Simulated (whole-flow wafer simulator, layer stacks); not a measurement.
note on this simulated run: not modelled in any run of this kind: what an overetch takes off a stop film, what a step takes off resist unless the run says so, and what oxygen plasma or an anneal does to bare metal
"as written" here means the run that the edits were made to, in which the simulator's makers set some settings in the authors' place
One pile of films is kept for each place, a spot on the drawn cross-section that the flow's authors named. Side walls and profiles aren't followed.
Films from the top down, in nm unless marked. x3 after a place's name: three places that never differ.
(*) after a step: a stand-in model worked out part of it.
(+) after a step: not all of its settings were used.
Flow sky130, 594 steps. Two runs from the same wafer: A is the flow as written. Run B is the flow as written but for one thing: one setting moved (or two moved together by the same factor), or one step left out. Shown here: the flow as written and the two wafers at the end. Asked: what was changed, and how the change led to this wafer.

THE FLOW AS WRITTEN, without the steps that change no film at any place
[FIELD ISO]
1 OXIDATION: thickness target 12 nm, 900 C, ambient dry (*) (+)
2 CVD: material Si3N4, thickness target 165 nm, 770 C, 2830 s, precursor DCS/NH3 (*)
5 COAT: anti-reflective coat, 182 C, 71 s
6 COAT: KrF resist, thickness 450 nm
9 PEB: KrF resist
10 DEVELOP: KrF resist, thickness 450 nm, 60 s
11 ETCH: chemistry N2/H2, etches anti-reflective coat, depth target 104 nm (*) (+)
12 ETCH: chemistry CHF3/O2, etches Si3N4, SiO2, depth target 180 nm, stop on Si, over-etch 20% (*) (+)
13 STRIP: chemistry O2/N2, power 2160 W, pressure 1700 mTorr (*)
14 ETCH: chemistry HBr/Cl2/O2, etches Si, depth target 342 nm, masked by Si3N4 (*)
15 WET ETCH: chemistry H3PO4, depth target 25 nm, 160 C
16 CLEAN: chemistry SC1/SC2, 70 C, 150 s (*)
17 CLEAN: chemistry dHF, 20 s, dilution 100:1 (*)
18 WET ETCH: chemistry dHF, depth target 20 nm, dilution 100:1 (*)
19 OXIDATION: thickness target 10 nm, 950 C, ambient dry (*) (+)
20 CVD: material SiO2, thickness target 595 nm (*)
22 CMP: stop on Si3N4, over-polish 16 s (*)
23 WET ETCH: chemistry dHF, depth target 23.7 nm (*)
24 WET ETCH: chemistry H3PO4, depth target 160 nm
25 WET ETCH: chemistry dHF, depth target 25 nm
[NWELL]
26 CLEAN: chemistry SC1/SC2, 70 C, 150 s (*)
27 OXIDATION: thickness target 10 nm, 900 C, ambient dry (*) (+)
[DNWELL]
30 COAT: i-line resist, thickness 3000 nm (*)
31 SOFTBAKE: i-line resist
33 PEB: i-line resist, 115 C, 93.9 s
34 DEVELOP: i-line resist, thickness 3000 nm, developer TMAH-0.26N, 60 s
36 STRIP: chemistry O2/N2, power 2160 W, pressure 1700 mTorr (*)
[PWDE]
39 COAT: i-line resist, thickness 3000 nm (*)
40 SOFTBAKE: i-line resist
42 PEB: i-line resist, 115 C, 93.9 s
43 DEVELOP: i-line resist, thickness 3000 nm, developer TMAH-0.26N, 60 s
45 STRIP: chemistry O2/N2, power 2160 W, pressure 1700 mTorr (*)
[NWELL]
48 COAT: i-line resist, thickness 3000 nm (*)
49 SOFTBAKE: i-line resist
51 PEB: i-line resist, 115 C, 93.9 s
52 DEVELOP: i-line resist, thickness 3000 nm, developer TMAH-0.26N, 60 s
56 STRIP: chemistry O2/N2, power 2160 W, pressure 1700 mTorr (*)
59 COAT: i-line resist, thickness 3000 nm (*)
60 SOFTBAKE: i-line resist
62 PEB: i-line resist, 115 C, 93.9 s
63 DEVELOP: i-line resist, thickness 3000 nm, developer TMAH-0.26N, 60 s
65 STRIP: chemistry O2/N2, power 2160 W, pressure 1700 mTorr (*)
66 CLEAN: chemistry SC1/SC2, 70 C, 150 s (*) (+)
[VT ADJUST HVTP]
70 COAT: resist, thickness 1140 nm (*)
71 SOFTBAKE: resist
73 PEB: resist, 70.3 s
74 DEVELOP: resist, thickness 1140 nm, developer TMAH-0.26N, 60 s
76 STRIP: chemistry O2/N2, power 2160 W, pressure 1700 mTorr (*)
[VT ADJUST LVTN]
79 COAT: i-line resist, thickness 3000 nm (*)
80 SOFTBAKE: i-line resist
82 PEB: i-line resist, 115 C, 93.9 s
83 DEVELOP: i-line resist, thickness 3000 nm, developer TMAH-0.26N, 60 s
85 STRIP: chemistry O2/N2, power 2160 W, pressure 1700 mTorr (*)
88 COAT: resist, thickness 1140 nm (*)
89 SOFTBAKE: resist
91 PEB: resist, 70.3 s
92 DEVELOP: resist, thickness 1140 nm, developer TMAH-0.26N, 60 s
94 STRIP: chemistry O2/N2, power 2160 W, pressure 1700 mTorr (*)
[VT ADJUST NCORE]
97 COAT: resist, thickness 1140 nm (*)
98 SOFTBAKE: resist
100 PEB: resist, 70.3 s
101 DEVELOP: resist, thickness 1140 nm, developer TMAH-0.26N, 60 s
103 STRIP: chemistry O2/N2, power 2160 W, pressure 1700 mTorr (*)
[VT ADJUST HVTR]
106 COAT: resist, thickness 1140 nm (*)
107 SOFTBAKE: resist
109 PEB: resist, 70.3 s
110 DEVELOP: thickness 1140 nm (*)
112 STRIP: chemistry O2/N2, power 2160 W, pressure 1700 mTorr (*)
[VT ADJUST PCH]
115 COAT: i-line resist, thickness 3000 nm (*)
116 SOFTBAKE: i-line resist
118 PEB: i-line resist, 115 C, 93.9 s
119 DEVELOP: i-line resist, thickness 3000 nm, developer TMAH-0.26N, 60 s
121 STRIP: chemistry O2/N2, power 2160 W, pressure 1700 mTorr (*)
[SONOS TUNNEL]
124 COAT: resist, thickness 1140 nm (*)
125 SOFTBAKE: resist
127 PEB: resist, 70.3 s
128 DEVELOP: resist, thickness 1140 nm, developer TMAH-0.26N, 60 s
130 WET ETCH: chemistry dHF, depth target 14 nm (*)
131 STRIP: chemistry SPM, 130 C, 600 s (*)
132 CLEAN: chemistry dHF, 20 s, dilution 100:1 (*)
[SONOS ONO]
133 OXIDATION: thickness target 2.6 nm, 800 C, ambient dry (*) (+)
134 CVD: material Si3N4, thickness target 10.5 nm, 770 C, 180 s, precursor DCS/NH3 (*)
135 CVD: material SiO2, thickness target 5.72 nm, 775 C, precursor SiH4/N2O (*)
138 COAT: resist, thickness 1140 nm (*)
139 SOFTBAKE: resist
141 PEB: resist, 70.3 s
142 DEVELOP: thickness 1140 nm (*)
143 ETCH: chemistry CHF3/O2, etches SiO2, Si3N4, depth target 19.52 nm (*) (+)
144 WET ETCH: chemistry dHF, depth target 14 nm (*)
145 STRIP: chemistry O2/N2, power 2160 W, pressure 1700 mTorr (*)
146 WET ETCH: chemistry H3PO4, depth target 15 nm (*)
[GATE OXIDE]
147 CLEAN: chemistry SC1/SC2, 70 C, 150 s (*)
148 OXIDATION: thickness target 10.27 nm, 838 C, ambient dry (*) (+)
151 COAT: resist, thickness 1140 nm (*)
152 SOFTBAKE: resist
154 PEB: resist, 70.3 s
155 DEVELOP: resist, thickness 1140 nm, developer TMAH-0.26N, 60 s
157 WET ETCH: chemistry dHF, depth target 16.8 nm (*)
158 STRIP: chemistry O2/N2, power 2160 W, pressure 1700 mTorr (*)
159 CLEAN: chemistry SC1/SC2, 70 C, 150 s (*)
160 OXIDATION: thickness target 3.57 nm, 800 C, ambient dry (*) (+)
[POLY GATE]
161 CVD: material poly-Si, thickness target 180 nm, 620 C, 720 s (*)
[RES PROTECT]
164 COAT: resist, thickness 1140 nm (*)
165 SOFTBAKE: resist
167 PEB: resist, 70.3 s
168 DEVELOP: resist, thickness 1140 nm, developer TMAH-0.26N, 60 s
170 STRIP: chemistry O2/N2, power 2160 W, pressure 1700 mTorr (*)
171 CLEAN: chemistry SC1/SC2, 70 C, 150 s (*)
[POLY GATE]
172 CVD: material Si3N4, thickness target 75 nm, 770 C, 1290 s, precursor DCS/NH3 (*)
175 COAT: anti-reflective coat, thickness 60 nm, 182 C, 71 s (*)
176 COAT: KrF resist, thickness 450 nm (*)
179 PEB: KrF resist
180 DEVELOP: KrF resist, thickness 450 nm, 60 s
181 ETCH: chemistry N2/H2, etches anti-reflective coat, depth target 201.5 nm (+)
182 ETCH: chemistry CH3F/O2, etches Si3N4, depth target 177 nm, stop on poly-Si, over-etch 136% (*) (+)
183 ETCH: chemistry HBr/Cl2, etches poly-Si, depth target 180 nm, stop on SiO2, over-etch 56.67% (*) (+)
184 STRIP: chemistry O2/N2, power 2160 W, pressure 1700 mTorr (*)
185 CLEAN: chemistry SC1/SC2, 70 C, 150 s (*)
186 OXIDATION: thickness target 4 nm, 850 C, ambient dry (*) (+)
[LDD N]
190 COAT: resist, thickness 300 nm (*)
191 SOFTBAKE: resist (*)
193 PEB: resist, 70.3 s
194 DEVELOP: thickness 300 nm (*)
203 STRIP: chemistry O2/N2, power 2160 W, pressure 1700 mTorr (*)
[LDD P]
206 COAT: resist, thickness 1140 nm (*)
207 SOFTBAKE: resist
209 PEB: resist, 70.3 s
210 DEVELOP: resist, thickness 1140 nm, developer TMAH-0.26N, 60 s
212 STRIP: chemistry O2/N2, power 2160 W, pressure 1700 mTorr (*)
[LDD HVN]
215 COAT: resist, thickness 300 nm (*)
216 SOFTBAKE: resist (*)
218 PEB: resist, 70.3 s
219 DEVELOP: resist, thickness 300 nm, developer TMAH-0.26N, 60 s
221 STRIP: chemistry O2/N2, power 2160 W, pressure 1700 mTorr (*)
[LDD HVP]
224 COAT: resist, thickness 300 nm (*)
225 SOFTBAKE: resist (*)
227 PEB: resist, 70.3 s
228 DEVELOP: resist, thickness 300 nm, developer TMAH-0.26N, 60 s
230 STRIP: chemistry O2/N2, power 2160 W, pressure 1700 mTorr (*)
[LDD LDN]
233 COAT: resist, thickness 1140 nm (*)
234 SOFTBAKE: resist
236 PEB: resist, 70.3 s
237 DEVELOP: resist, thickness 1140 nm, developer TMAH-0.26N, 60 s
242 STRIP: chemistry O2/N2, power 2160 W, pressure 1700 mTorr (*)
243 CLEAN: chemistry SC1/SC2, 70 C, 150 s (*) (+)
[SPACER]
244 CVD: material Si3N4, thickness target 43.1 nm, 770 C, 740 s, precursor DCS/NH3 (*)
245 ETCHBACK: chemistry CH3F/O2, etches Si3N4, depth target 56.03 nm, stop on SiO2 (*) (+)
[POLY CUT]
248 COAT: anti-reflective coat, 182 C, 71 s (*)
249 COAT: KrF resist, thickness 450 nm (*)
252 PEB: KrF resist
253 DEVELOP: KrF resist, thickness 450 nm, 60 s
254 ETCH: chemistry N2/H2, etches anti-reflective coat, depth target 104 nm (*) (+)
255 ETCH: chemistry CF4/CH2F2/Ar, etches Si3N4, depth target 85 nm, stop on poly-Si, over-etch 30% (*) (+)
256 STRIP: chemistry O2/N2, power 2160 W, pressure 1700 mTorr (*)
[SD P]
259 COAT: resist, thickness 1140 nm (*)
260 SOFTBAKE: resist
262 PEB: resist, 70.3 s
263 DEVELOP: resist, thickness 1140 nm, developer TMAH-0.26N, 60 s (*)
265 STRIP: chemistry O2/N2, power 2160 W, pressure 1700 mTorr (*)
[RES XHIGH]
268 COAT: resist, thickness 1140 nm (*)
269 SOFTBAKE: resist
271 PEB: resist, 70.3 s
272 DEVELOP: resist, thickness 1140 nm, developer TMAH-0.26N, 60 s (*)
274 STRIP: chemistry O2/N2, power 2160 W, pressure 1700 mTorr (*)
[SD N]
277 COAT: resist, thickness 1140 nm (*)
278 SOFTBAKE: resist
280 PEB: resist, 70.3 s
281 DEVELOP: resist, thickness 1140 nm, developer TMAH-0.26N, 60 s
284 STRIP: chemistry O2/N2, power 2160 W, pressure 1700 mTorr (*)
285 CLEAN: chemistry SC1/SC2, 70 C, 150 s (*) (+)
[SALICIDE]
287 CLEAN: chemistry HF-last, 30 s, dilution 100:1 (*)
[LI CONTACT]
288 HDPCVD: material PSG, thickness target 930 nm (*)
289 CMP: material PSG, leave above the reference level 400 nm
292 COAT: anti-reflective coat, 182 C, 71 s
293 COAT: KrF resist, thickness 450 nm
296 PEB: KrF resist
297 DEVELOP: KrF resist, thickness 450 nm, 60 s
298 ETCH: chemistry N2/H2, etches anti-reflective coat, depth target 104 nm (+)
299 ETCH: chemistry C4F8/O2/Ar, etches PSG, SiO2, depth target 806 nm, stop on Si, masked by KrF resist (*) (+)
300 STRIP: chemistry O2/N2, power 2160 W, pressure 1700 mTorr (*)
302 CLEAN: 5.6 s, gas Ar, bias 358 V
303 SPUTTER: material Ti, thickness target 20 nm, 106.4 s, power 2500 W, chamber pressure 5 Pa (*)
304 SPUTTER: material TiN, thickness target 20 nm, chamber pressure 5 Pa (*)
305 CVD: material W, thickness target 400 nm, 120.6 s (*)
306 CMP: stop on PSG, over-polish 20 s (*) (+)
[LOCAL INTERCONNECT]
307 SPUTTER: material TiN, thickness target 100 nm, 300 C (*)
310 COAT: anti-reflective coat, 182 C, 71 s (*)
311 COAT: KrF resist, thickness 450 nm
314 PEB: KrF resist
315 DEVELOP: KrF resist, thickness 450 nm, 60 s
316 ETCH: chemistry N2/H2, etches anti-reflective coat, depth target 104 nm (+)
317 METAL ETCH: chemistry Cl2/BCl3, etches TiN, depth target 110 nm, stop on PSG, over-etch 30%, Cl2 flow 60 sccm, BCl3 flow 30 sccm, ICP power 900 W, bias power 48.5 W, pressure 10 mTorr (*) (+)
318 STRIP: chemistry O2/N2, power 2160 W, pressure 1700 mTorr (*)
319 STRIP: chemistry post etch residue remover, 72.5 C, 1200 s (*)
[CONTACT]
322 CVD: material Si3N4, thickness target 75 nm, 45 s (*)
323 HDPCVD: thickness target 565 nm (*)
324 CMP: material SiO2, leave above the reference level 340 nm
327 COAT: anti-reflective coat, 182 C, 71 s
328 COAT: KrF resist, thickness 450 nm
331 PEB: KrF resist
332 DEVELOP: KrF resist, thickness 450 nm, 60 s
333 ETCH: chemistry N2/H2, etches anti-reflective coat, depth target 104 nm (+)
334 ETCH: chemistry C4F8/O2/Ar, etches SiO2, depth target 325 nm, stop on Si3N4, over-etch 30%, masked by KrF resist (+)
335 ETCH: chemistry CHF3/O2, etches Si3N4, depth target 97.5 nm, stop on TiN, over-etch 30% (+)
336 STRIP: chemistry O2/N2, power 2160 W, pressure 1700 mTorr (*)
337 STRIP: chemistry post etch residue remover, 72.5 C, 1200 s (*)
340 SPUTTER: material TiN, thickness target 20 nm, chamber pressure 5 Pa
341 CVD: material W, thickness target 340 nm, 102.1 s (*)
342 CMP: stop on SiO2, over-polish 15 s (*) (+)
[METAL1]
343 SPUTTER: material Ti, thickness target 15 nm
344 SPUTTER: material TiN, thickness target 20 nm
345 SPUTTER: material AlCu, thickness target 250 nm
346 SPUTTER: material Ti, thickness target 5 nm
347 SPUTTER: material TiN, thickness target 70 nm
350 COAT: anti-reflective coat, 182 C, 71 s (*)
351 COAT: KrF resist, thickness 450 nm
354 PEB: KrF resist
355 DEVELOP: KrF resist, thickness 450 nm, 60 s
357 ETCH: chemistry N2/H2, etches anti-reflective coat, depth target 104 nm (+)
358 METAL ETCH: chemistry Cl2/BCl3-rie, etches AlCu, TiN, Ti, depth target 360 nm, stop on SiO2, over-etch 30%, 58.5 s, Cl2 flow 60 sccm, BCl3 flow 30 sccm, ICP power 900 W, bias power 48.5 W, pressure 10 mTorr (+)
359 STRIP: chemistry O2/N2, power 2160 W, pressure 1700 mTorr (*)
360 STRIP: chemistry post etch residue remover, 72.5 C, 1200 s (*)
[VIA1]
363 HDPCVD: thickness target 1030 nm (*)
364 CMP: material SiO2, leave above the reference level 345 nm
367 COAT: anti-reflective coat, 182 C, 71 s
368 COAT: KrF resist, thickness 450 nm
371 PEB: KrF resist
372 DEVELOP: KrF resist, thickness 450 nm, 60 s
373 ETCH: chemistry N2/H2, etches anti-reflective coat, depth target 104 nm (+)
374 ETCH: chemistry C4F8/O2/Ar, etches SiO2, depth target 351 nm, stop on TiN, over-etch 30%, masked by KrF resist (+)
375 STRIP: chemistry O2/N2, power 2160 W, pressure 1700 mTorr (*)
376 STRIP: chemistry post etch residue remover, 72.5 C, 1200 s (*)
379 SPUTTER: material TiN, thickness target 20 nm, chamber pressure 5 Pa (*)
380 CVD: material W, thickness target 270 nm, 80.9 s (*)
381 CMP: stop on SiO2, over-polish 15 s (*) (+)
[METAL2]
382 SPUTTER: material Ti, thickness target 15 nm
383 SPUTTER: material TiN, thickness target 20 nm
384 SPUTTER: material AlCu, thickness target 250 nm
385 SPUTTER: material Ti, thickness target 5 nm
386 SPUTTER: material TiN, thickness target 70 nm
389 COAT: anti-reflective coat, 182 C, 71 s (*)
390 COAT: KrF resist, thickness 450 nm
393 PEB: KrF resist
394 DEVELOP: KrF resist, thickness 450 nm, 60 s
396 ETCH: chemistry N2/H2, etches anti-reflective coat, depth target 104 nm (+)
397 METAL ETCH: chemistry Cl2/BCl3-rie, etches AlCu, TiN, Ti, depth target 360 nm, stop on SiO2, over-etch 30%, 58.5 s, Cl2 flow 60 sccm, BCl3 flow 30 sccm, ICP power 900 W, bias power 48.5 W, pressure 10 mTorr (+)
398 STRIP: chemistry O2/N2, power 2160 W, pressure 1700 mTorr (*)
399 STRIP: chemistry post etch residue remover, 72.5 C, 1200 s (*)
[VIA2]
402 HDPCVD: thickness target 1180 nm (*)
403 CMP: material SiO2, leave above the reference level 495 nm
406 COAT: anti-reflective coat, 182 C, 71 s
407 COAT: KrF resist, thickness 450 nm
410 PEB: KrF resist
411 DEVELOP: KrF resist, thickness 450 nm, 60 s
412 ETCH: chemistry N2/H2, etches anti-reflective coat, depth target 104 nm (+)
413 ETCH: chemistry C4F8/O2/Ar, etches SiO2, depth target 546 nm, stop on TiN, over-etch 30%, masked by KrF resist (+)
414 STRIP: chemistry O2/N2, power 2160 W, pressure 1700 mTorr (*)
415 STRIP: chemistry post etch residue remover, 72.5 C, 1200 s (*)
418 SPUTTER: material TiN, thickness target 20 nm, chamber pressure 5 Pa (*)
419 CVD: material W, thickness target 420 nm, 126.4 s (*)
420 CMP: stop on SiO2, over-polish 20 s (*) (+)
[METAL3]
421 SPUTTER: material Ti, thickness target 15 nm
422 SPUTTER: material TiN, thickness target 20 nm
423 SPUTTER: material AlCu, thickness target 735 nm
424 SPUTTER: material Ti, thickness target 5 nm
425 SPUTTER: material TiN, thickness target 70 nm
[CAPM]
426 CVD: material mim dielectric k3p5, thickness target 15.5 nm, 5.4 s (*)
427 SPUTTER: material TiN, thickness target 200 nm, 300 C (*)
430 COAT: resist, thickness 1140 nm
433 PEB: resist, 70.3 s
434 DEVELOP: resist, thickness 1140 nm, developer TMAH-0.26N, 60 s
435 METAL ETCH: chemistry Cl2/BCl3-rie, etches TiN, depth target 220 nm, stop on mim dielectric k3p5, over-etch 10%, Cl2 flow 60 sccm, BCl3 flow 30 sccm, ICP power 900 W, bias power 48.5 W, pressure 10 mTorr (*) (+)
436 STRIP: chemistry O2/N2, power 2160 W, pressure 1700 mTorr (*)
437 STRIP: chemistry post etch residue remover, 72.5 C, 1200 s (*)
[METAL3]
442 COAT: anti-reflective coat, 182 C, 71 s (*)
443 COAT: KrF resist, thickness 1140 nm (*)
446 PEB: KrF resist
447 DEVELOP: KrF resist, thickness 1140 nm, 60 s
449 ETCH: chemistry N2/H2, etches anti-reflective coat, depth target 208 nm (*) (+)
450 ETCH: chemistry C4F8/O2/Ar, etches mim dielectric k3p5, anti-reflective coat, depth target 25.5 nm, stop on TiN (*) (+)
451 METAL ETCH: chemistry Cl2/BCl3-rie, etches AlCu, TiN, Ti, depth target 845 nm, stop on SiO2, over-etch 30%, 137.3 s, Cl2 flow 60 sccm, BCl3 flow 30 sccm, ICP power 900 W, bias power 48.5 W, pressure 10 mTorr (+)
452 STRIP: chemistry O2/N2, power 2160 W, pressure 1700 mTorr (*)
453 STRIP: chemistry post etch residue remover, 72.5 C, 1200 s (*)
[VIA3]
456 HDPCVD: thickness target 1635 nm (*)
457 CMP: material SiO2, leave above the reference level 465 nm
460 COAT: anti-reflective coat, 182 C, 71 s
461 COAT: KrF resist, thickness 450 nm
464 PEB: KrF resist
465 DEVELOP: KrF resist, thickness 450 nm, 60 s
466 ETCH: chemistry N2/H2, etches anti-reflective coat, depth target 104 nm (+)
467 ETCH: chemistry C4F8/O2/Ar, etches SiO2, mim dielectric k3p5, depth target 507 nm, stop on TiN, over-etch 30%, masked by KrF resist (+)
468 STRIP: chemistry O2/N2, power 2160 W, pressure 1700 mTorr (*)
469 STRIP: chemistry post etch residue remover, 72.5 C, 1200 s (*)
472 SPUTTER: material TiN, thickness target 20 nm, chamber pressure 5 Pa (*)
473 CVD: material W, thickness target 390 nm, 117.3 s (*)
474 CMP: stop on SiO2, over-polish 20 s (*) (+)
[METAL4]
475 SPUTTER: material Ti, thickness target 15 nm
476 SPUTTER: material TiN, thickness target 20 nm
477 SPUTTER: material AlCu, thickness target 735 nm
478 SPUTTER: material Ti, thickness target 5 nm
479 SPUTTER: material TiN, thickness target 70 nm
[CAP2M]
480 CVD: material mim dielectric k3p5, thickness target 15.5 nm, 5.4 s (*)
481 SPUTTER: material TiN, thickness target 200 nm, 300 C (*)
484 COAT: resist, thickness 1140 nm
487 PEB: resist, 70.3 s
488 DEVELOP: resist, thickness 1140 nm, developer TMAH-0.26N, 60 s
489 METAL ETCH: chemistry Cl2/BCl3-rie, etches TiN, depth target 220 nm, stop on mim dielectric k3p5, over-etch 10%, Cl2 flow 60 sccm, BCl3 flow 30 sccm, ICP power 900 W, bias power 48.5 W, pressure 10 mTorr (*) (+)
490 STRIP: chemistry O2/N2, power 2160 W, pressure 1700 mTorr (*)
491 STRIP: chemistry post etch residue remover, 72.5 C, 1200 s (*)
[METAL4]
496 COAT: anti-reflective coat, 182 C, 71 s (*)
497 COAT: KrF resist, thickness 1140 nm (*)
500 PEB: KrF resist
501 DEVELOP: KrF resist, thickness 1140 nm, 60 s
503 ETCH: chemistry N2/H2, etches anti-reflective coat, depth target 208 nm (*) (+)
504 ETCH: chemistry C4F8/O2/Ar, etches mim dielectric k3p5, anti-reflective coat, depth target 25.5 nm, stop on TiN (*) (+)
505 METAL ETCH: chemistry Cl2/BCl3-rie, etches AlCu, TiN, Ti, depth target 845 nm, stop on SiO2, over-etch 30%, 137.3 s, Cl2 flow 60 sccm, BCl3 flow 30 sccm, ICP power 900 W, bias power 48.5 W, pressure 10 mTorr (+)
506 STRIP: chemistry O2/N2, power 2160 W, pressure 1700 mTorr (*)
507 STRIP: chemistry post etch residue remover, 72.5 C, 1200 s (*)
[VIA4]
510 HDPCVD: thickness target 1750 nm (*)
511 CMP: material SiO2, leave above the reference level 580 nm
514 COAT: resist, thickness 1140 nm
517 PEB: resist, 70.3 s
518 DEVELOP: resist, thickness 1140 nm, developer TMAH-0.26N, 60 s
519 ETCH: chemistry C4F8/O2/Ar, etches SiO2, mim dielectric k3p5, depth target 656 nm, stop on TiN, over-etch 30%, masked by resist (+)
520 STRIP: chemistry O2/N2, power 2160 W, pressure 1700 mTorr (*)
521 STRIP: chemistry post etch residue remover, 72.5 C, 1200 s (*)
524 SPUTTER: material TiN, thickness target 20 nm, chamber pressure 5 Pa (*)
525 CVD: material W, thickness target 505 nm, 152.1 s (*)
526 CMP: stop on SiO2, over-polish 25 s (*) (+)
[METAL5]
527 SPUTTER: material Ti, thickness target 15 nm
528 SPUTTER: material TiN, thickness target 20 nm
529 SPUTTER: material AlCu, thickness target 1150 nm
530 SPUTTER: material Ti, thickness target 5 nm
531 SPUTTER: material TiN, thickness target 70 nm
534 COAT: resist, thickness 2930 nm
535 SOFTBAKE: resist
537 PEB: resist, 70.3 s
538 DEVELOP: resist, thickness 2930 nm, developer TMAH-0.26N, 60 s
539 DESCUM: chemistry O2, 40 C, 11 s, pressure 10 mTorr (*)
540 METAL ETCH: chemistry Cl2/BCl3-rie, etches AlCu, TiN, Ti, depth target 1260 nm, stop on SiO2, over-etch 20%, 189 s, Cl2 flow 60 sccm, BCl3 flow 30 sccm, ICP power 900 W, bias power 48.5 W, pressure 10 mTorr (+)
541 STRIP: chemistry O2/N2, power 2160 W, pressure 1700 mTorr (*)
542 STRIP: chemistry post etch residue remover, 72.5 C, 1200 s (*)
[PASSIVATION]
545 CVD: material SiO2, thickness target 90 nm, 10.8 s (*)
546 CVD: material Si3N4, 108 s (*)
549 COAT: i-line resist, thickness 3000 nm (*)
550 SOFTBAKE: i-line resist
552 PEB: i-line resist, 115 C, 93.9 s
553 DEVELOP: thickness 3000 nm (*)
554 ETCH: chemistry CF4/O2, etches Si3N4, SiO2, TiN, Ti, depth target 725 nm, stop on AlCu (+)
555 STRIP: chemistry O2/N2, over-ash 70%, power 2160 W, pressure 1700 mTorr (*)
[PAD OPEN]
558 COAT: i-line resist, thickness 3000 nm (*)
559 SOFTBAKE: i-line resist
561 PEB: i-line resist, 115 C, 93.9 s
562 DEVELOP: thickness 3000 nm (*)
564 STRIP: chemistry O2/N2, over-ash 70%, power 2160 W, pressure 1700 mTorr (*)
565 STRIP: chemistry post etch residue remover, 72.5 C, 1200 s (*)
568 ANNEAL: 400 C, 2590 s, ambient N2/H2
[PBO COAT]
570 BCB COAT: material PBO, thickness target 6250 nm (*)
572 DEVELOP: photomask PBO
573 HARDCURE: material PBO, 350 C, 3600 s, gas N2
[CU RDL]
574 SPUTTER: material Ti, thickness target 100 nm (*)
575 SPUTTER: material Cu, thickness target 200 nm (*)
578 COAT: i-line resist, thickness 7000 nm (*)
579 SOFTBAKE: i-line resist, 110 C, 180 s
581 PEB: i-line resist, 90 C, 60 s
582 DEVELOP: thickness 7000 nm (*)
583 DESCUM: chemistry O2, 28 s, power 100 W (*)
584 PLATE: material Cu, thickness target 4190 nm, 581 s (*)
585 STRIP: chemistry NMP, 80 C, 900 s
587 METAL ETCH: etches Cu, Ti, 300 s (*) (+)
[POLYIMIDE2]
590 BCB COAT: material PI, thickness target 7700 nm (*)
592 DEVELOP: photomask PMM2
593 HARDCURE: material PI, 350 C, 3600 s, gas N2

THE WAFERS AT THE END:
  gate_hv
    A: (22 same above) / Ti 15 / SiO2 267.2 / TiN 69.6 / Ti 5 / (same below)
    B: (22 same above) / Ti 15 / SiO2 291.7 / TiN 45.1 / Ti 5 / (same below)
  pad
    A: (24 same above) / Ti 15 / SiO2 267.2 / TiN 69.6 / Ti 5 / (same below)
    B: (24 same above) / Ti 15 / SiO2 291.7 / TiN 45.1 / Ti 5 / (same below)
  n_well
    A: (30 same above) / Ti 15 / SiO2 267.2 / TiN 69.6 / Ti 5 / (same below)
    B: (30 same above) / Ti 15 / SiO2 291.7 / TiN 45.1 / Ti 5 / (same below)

The cause: step 347, SPUTTER: thickness target 45.5 nm was run, where the flow has thickness target 70 nm.

How the change led to this, step by step:
  347 SPUTTER: material TiN, thickness target 70 nm
      field, active, n_well and 188 more: A TiN +70 (new film) | B TiN +45.5 (new film)
  358 METAL ETCH: chemistry Cl2/BCl3-rie, etches AlCu, TiN, Ti, depth target 360 nm, stop on SiO2, over-etch 30%, 58.5 s, Cl2 flow 60 sccm, BCl3 flow 30 sccm, ICP power 900 W, bias power 48.5 W, pressure 10 mTorr (+)
      field, active, gate and 81 more: A TiN -68.7 (all of it), Ti -5 (all of it), AlCu -250 (all of it), TiN -20 (all of it), Ti -15 (all of it), SiO2 -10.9 | B TiN -44.2 (all of it), Ti -5 (all of it), AlCu -250 (all of it), TiN -20 (all of it), Ti -15 (all of it), SiO2 -13.4
  364 CMP: material SiO2, leave above the reference level 345 nm
      n_well, p_well, gate_hv and 100 more: A SiO2 -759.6 | B SiO2 -735.1
      poly_licon, ndiff_licon, ndiff_licon_cpp, rpo_hd_licon: A SiO2 -759 | B SiO2 -734.5
  374 ETCH: chemistry C4F8/O2/Ar, etches SiO2, depth target 351 nm, stop on TiN, over-etch 30%, masked by KrF resist (+)
      m1, via1_hole: A SiO2 -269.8 (all of it) | B SiO2 -294.3 (all of it)
  380 CVD: material W, thickness target 270 nm, 80.9 s (*)
      m1, via1_hole: A W +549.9 (new film) | B W +574.8 (new film)
